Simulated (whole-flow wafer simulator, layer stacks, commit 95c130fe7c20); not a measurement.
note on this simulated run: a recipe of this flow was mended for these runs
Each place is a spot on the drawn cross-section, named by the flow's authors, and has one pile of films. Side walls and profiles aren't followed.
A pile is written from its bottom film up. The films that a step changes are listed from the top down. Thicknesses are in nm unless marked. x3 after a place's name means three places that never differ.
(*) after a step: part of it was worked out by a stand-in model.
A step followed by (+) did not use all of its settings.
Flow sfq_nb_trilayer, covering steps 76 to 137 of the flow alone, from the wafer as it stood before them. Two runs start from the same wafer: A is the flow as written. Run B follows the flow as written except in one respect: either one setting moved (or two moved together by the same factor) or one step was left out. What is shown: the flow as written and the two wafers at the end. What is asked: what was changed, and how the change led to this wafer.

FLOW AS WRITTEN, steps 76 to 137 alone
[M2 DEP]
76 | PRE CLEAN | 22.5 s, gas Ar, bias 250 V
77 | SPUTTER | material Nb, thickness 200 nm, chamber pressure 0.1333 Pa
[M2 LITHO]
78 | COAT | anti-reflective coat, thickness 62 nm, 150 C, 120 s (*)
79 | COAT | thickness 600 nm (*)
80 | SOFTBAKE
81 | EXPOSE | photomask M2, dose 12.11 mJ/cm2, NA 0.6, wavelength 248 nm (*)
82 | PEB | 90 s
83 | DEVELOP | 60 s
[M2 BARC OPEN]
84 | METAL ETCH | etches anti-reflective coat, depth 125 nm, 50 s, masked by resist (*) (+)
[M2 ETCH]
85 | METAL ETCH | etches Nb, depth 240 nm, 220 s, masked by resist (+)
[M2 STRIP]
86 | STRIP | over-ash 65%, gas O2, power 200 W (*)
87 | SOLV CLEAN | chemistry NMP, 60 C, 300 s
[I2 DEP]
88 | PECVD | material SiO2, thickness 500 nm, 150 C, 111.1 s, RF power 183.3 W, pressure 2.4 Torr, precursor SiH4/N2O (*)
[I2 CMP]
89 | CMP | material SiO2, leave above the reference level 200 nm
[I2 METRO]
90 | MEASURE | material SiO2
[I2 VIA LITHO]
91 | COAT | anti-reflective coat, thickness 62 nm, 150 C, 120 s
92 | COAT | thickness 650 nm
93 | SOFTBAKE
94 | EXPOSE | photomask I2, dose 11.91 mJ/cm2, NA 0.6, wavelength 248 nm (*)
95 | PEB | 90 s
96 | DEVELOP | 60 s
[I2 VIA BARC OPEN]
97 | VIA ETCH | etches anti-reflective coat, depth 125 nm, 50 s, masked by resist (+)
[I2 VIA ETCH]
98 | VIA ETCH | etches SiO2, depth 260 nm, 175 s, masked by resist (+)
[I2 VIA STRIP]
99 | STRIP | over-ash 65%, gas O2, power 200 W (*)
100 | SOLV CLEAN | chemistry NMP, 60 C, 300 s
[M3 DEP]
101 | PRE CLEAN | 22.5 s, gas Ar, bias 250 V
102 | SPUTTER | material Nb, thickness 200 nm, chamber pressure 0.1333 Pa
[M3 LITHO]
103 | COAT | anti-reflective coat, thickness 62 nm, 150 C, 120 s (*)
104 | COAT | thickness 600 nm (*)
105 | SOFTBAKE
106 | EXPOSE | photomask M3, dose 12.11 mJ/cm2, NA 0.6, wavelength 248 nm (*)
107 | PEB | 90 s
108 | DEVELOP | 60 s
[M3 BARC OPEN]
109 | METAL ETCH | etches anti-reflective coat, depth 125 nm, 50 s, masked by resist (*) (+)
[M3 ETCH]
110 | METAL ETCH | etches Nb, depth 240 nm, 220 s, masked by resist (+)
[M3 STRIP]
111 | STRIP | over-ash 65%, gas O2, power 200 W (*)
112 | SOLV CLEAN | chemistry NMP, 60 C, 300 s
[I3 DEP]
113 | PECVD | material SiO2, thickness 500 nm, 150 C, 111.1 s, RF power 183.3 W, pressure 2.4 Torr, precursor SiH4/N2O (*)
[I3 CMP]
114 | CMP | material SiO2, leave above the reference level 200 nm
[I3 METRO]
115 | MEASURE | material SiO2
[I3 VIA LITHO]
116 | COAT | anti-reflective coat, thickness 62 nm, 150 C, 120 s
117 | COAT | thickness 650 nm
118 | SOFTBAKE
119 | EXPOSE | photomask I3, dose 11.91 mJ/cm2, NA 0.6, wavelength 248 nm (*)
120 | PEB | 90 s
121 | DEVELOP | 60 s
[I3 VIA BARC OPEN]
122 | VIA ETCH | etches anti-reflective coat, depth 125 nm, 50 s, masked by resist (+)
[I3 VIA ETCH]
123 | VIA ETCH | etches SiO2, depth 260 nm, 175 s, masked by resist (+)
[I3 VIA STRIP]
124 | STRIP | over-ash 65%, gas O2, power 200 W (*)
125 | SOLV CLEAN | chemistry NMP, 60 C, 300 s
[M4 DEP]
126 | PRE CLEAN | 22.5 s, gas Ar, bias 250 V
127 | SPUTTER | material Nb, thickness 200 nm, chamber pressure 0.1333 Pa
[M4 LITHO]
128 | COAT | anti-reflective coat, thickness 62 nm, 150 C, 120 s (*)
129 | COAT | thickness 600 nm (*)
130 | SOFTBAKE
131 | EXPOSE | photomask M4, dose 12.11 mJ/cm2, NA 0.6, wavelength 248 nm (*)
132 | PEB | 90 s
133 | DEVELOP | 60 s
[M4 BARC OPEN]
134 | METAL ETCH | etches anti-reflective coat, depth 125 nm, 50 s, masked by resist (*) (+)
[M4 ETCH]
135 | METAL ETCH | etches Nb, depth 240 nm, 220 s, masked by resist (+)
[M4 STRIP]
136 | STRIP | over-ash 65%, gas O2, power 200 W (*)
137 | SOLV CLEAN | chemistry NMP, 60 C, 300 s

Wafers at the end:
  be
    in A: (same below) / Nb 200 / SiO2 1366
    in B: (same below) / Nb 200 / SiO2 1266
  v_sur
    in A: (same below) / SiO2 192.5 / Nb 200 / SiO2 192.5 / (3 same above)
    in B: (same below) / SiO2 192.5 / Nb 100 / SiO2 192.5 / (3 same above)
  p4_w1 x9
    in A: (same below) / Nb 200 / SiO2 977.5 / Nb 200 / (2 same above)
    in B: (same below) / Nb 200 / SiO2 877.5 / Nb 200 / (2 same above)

Cause: step 77, SPUTTER: thickness 100 nm was run, while the flow as written has thickness 200 nm.
The wafer lets one read it off: v_sur has Nb 100, and step 77 as written asks for 200 nm.

How this came from the change, step by step:
  77 | SPUTTER | material Nb, thickness 200 nm, chamber pressure 0.1333 Pa
      field_l, v_sur, via_wl and 102 more: A +200 Nb (new film) | B +100 Nb (new film)
      via_v: A +172.8 Nb | B +87.2 Nb
  78 | COAT | anti-reflective coat, thickness 62 nm, 150 C, 120 s (*)
      via_v: A +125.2 anti-reflective coat (new film) | B +120.9 anti-reflective coat (new film)
      wire: A +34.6 anti-reflective coat (new film) | B +33.3 anti-reflective coat (new film)
  85 | METAL ETCH | etches Nb, depth 240 nm, 220 s, masked by resist (+)
      field_l, be, be_sur and 81 more: A -200 Nb (all of it), -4 SiO2 | B -100 Nb (all of it), -14 SiO2
  86 | STRIP | over-ash 65%, gas O2, power 200 W (*)
      via_v: A -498 KrF-resist-other-grade (all of it), -125.2 anti-reflective coat (all of it) | B -489.3 KrF-resist-other-grade (all of it), -120.9 anti-reflective coat (all of it)
      wire: A -369.7 KrF-resist-other-grade (all of it), -34.6 anti-reflective coat (all of it) | B -371.4 KrF-resist-other-grade (all of it), -33.3 anti-reflective coat (all of it)
  88 | PECVD | material SiO2, thickness 500 nm, 150 C, 111.1 s, RF power 183.3 W, pressure 2.4 Torr, precursor SiH4/N2O (*)
      via_v: A +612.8 SiO2 (new film) | B +587.5 SiO2 (new film)
  89 | CMP | material SiO2, leave above the reference level 200 nm
      field_l, be, be_sur and 81 more: A -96 SiO2 | B -186 SiO2
      via_v: A -181.6 SiO2 | B -170.7 SiO2
